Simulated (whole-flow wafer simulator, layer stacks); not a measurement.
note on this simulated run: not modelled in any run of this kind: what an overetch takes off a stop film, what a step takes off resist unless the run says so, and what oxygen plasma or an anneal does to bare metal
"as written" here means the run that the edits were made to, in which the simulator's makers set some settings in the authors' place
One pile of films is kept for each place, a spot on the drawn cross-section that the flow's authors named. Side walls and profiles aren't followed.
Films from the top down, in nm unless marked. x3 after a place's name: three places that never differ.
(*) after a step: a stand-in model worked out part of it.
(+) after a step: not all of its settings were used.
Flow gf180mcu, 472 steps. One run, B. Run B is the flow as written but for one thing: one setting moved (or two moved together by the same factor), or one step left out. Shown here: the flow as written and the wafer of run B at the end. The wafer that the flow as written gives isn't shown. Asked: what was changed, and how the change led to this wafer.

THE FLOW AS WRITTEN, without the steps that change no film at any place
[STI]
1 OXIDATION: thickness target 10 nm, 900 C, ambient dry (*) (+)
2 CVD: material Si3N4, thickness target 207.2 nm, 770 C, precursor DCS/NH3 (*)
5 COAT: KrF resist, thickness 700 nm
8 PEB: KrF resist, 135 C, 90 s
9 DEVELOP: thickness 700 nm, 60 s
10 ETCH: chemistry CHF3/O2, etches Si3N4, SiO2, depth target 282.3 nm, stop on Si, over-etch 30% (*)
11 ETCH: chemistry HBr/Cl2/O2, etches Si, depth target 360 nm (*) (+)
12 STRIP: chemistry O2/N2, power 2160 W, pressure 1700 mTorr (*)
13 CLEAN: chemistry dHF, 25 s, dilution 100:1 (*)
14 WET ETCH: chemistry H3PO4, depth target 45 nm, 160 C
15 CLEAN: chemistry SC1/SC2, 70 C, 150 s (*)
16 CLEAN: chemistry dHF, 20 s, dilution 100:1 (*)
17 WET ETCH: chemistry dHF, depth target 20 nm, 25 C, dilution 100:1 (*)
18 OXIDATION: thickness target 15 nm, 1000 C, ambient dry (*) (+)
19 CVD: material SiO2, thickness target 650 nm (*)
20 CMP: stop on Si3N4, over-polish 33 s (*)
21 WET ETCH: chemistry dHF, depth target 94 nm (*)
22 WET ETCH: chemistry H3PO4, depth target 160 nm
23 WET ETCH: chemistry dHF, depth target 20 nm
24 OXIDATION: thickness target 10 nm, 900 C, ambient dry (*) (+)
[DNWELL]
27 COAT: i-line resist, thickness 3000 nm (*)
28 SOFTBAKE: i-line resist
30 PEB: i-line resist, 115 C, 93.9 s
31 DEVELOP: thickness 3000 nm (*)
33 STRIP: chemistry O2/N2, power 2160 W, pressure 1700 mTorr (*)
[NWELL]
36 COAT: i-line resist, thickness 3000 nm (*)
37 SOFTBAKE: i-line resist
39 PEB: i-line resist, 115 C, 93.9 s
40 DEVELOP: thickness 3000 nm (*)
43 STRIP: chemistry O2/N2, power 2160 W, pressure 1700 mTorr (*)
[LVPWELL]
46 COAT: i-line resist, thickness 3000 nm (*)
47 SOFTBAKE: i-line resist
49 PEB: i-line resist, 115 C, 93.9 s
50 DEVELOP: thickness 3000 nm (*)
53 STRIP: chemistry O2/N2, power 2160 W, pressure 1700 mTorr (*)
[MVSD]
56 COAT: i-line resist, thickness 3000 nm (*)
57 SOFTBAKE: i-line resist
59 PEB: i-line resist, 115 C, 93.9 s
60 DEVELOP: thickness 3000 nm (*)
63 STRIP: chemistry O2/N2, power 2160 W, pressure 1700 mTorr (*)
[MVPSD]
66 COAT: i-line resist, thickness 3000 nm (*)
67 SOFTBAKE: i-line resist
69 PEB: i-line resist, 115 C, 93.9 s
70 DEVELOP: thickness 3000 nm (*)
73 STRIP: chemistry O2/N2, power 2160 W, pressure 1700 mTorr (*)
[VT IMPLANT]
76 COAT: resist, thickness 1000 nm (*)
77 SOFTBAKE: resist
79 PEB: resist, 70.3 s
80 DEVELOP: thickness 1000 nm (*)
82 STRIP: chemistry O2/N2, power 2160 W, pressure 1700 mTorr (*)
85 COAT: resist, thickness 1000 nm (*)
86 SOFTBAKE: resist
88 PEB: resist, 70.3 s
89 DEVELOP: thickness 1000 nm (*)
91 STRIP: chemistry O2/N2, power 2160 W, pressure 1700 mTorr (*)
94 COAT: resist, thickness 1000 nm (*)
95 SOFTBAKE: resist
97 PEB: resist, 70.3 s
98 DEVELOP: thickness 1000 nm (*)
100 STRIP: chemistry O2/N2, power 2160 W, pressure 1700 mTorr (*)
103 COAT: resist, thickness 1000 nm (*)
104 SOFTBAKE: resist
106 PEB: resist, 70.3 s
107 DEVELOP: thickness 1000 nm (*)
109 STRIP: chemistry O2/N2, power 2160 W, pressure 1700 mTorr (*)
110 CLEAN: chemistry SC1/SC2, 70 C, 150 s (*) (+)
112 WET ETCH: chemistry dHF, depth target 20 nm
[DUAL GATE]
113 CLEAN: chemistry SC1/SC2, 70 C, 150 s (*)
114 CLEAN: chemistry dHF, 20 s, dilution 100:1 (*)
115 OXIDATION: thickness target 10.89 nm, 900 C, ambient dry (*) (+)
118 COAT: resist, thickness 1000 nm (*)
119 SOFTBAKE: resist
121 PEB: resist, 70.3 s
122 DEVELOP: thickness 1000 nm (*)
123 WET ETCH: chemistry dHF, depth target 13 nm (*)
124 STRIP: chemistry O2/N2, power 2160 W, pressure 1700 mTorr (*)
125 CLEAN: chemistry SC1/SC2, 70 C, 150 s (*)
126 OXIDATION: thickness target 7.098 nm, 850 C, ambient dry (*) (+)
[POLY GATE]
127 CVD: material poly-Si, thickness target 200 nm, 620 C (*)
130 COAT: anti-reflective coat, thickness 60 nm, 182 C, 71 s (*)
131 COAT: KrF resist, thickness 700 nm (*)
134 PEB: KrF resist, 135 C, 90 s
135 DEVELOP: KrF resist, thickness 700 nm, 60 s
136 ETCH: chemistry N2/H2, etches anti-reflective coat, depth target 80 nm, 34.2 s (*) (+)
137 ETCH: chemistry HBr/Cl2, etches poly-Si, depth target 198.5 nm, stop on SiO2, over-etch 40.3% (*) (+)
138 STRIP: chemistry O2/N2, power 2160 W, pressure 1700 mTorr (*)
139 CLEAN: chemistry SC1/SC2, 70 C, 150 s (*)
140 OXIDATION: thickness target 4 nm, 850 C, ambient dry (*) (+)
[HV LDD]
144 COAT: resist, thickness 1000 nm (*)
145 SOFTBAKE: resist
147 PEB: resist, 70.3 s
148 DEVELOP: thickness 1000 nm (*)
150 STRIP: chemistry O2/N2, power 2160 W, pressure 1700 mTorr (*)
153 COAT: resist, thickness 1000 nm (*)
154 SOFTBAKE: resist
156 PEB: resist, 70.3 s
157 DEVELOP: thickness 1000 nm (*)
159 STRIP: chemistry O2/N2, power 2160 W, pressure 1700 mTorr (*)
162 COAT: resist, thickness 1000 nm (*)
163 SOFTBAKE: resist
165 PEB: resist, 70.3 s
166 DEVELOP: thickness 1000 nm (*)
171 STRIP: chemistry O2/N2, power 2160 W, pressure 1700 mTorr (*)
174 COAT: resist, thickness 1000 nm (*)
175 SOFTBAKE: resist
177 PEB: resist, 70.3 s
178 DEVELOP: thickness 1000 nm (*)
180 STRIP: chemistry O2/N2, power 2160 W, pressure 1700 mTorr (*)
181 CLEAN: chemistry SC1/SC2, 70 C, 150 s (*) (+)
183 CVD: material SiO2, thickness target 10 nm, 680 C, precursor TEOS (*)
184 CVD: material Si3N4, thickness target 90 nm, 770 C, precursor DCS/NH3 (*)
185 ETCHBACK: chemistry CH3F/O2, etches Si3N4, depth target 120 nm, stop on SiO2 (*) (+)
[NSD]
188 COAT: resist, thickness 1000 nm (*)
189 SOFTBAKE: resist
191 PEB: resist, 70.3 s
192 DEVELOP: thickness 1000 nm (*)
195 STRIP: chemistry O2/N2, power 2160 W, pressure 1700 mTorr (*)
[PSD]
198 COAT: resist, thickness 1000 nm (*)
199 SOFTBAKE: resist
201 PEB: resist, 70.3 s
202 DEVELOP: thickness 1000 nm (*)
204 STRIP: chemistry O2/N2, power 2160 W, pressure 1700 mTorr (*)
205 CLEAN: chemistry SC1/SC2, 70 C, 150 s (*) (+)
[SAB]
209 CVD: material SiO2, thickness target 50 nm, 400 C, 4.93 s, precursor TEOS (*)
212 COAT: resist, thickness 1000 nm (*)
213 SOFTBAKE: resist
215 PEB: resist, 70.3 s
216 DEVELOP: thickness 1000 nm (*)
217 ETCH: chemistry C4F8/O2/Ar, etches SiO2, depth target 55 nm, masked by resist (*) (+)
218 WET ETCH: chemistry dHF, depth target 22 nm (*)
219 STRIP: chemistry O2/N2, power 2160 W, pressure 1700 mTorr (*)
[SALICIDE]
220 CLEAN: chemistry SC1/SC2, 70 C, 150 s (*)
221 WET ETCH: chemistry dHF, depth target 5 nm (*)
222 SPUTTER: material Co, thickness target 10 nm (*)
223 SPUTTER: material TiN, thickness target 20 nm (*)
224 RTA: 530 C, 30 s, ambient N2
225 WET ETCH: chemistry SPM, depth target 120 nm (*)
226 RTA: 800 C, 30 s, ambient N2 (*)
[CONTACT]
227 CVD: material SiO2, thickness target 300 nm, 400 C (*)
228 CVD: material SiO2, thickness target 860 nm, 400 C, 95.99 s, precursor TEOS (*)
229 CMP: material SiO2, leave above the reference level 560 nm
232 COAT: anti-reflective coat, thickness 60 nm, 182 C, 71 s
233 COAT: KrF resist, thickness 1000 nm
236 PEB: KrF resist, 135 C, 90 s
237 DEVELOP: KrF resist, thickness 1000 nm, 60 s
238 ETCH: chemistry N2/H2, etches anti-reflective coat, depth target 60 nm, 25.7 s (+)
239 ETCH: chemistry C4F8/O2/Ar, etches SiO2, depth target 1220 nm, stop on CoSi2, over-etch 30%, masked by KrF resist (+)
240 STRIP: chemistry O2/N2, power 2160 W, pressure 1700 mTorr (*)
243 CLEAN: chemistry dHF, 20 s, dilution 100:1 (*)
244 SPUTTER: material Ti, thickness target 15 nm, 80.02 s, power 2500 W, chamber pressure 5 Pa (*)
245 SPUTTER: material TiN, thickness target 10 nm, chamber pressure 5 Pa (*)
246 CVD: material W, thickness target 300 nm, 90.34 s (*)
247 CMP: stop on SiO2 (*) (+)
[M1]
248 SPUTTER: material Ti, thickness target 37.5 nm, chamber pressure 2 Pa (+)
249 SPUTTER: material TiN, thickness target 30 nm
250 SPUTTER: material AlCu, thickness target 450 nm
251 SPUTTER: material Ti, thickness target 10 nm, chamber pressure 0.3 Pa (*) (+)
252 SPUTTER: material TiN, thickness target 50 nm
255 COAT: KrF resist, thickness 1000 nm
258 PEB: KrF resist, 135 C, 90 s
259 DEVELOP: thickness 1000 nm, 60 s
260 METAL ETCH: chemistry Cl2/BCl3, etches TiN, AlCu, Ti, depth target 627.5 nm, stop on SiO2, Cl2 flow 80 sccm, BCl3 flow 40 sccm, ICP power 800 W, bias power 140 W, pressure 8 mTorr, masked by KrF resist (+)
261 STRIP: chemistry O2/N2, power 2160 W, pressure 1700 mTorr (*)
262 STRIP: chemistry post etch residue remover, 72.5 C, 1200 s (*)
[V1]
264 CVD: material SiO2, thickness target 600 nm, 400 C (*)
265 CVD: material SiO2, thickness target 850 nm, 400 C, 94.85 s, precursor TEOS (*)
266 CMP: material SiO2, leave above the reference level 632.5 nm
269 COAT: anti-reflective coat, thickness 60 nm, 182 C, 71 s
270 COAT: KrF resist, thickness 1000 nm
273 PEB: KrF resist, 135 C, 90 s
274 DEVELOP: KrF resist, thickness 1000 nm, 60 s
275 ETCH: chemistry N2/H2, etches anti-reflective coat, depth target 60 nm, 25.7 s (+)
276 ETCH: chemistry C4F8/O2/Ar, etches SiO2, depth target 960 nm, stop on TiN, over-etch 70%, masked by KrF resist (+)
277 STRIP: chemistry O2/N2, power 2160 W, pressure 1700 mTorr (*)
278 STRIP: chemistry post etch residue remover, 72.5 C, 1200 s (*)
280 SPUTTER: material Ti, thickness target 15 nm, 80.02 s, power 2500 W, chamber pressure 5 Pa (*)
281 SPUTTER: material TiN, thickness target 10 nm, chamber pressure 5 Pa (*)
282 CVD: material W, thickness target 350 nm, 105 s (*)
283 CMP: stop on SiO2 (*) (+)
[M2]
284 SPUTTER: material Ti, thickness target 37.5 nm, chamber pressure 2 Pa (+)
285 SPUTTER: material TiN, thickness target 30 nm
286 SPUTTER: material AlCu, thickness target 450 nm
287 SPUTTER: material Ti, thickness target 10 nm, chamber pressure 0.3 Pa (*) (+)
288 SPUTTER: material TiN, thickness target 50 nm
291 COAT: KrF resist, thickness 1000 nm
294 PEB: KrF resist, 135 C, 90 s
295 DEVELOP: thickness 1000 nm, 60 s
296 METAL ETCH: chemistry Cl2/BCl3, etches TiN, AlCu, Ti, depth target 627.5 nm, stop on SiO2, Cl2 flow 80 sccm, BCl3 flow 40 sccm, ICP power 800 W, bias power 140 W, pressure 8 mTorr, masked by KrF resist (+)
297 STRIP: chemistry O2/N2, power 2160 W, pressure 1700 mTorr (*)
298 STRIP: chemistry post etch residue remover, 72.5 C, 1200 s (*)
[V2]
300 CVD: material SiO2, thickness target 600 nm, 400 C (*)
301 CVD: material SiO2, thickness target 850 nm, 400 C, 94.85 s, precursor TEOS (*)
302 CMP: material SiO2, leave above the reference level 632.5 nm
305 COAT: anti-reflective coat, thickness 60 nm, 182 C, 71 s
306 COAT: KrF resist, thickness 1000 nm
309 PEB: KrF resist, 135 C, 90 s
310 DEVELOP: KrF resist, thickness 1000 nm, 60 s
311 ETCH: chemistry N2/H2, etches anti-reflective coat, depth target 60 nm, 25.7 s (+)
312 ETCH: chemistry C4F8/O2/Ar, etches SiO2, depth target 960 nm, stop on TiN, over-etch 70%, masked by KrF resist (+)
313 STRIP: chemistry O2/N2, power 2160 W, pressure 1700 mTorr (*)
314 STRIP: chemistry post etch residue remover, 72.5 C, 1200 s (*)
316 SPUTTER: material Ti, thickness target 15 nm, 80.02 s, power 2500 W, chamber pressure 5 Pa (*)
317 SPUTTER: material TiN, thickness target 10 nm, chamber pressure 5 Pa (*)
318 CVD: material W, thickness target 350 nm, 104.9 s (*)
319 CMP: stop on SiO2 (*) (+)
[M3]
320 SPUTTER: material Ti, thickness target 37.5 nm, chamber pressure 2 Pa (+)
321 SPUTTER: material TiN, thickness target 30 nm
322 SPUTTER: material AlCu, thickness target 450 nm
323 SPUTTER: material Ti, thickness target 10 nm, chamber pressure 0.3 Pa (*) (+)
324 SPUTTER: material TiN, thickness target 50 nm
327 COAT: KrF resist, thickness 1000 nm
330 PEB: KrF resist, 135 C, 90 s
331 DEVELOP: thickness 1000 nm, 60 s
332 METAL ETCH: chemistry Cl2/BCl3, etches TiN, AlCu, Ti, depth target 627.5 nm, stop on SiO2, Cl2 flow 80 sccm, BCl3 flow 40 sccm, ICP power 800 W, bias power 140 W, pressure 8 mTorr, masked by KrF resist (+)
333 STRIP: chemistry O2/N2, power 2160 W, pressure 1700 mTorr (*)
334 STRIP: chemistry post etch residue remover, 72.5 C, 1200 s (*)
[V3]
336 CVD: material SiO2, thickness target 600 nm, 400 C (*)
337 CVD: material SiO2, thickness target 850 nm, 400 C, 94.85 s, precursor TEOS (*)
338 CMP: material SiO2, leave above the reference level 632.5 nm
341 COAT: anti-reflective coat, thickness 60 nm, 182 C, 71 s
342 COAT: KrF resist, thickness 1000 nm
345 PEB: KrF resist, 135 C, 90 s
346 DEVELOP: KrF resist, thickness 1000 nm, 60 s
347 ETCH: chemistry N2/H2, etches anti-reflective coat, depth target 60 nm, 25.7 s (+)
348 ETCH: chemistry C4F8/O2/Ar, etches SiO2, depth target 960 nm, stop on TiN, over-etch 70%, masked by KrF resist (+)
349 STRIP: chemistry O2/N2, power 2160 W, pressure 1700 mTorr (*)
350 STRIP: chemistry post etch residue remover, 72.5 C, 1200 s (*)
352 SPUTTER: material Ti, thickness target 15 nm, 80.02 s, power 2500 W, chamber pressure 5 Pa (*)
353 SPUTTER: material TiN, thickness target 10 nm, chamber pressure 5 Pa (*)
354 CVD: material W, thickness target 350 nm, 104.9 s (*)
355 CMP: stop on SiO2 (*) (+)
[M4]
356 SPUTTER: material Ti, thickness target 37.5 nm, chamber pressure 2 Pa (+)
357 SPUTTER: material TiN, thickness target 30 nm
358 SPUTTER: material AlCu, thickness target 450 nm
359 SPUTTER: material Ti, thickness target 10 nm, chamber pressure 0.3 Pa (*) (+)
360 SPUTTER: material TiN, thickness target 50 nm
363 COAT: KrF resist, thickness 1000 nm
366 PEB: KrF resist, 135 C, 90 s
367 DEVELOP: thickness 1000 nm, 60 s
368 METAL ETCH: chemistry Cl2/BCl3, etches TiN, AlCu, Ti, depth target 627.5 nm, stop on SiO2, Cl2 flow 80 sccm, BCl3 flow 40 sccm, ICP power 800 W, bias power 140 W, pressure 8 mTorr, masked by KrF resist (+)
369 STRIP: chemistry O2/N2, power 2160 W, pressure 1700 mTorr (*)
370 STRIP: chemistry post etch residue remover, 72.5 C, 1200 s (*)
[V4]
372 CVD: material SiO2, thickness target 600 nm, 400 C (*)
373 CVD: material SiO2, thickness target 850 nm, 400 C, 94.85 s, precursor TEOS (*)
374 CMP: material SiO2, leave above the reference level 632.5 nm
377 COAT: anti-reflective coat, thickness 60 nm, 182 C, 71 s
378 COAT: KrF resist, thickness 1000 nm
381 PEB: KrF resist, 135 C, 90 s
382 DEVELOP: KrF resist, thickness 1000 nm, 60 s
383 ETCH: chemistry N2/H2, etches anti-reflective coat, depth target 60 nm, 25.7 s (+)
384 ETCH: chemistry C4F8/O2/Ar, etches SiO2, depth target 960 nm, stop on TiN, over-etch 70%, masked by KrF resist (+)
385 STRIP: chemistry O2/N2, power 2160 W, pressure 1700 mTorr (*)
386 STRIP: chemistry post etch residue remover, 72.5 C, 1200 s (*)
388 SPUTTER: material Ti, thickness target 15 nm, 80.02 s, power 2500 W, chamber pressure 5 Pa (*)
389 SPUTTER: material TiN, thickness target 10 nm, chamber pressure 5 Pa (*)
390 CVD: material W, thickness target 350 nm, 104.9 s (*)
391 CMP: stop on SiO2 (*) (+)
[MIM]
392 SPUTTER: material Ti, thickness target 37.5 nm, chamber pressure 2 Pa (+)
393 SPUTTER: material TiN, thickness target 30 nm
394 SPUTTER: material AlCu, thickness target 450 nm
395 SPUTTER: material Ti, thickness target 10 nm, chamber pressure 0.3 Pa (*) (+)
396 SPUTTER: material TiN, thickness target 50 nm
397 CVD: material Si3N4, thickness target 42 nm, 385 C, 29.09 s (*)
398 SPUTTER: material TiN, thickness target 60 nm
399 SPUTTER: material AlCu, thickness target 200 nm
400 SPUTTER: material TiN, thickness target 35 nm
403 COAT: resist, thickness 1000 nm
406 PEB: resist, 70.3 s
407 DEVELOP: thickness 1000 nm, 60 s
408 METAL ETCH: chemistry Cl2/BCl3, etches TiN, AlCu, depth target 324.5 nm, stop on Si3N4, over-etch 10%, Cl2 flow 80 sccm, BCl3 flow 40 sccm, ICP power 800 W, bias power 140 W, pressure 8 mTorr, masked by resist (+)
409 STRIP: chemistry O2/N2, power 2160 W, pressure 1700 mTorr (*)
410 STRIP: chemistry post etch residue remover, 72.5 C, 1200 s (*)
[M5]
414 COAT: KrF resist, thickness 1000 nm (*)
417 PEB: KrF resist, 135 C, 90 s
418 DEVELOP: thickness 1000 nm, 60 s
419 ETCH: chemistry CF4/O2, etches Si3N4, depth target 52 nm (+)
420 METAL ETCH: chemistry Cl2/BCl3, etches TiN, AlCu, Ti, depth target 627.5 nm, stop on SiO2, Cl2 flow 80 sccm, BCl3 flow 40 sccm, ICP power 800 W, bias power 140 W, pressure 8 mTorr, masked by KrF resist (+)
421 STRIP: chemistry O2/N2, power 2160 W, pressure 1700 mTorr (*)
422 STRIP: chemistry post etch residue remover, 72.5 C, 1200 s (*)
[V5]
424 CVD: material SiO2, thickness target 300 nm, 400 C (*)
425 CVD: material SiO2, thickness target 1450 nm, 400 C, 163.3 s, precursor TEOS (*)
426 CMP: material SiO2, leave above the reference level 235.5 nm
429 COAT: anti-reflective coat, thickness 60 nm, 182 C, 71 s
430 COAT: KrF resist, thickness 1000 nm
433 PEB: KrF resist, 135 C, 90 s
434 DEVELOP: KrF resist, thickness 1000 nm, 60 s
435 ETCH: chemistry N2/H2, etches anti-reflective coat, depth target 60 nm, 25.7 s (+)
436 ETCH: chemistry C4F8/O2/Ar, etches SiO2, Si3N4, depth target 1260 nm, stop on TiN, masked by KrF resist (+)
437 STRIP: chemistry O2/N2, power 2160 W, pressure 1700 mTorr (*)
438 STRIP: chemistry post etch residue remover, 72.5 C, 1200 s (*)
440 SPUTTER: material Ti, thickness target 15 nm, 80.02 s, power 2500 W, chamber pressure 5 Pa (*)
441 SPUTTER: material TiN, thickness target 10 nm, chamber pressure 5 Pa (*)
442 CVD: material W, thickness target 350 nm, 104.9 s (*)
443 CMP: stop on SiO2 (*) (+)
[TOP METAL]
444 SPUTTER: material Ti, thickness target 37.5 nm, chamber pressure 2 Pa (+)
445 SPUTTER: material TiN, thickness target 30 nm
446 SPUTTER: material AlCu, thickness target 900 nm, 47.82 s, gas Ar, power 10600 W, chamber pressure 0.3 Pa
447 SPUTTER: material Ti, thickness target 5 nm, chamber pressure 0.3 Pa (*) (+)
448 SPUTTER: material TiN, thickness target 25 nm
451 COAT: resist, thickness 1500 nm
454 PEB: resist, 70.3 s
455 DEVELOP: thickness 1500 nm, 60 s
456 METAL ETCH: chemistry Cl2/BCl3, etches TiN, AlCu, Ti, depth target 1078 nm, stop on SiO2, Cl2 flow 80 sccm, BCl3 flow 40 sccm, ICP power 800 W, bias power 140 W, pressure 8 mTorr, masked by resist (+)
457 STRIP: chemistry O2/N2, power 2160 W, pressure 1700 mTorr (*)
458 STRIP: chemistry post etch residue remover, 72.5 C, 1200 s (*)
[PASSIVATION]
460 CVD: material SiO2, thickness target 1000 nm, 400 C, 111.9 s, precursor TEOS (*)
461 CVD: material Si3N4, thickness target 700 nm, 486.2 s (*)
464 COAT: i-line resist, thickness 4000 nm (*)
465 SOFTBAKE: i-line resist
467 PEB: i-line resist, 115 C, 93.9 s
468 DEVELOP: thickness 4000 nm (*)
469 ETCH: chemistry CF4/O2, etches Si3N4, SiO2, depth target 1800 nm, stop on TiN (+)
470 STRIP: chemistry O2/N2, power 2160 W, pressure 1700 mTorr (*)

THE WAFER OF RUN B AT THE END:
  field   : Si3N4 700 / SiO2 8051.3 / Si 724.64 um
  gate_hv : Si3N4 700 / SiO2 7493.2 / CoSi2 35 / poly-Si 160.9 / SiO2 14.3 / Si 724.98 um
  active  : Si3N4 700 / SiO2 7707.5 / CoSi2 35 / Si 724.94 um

The cause: step 394, SPUTTER: thickness target 274 nm was run, where the flow has thickness target 450 nm.

How the change led to this, step by step:
  394 SPUTTER: material AlCu, thickness target 450 nm
      field, field__w1, field__w2 and 108 more: AlCu +274 (new film) (as written it would be: AlCu +450 (new film))
  420 METAL ETCH: chemistry Cl2/BCl3, etches TiN, AlCu, Ti, depth target 627.5 nm, stop on SiO2, Cl2 flow 80 sccm, BCl3 flow 40 sccm, ICP power 800 W, bias power 140 W, pressure 8 mTorr, masked by KrF resist (+)
      field, field__w1, field__w2 and 101 more: TiN -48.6 (all of it), Ti -10 (all of it), AlCu -274 (all of it), TiN -30 (all of it), Ti -37.5 (all of it) (as written it would be: TiN -48.6 (all of it), Ti -10 (all of it), AlCu -450 (all of it), TiN -30 (all of it), Ti -37.5 (all of it))
      field__w4, field__w8, contact, m1, m1__w1, mim, mim_1p0, m1_nw: KrF resist -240 (as written it would be: KrF resist -251)
  421 STRIP: chemistry O2/N2, power 2160 W, pressure 1700 mTorr (*)
      mim: KrF resist -467.2 (all of it) (as written it would be: KrF resist -456.3 (all of it))
  426 CMP: material SiO2, leave above the reference level 235.5 nm
      field, field__w1, field__w5 and 92 more: SiO2 -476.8 (as written it would be: SiO2 -300.8)
      field__w2, field__w3, field__w12 and 6 more: SiO2 -456.7 (as written it would be: SiO2 -272.7)
